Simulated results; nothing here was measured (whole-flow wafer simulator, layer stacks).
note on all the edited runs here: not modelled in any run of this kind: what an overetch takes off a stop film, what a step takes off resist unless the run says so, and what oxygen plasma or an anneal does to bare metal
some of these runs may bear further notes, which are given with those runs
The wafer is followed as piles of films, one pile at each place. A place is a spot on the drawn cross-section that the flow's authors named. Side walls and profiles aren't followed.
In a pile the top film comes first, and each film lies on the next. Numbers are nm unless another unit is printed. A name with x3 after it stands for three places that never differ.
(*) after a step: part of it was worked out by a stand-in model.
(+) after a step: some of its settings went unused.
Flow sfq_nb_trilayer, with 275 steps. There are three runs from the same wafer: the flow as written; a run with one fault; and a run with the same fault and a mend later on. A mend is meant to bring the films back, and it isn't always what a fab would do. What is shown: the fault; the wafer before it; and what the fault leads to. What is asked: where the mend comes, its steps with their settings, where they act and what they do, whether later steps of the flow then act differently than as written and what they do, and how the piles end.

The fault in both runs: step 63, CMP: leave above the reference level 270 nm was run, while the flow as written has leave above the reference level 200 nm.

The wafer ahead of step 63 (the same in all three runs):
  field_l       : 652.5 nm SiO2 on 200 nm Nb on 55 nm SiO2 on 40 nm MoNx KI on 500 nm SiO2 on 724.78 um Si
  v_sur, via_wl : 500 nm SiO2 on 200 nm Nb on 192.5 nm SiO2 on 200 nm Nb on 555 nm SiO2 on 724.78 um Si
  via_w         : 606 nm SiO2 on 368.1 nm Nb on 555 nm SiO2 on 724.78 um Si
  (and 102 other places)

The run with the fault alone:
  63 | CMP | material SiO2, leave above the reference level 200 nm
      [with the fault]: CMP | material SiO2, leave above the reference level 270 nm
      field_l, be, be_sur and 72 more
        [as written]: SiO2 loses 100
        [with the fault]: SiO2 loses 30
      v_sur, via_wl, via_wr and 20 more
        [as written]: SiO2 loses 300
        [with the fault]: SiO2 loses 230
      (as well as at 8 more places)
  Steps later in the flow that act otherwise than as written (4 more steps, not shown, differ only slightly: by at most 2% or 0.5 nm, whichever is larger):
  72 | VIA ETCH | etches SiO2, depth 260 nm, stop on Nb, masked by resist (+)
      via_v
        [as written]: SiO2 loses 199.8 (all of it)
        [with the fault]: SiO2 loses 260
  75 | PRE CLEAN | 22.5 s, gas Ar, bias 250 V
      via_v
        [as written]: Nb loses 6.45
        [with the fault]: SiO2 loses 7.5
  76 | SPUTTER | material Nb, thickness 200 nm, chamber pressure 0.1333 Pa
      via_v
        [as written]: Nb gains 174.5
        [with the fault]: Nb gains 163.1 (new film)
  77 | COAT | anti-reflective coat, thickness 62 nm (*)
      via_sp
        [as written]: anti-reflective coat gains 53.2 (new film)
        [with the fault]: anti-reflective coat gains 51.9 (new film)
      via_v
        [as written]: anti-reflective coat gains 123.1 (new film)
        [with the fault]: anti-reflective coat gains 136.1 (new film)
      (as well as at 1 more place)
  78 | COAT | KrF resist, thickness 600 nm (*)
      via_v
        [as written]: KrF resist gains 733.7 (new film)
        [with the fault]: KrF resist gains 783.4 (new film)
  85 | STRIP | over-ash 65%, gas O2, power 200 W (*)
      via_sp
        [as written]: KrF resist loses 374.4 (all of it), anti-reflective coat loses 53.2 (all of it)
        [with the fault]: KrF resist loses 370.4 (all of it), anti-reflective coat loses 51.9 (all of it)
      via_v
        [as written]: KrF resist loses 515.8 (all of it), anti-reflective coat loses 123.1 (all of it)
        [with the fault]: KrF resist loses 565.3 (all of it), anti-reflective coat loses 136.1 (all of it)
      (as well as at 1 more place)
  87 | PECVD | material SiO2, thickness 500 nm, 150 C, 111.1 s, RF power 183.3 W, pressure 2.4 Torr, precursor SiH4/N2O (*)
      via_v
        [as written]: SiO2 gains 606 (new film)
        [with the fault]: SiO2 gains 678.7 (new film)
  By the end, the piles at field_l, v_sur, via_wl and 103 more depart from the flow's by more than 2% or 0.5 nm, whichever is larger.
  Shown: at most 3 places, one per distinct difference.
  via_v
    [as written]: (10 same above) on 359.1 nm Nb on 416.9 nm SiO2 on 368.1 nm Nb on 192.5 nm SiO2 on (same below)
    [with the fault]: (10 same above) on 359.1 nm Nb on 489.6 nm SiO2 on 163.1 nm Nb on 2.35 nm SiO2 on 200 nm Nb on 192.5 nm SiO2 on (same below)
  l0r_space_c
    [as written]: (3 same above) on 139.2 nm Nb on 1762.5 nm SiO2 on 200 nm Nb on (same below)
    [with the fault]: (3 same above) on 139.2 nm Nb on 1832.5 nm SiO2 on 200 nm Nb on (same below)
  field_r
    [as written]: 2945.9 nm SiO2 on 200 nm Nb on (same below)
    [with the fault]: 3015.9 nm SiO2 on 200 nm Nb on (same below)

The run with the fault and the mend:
  After step 70 comes the mend.
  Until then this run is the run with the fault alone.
  70a | STRIP | over-ash 65%, gas O2, power 200 W (*)
      field_l, v_sur, via_wl and 102 more
        KrF resist loses 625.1 (all of it), anti-reflective coat loses 62 (all of it)
      via_v
        anti-reflective coat loses 62 (all of it)
  70b | CMP | material SiO2, leave above the reference level 200 nm (the flow's step 63 again)
      field_l, v_sur, via_wl and 103 more
        SiO2 loses 70
  70c | COAT | anti-reflective coat, thickness 62 nm (the flow's step 65 again)
      field_l, v_sur, via_wl and 103 more
        anti-reflective coat gains 62 (new film)
  70d | COAT | KrF resist, thickness 650 nm (the flow's step 66 again)
      field_l, v_sur, via_wl and 103 more
        KrF resist gains 650 (new film)
  70e | SOFTBAKE | KrF resist (the flow's step 67 again)
      alters no film at any place that is followed
  70f | EXPOSE | photomask I1, dose 11.91 mJ/cm2, NA 0.6, wavelength 248 nm (*) (the flow's step 68 again)
      alters no film at any place that is followed
  70g | PEB | KrF resist, 90 s (the flow's step 69 again)
      field_l, v_sur, via_wl and 103 more
        KrF resist loses 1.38
  70h | DEVELOP | KrF resist, thickness 650 nm, 60 s (the flow's step 70 again)
      field_l, v_sur, via_wl and 102 more
        KrF resist loses 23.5
      via_v
        KrF resist loses 648.6 (all of it)
  None of the later steps of the flow acts differently than as written at any place that is followed.
  By the end, the piles equal the flow's at every place that both follow.
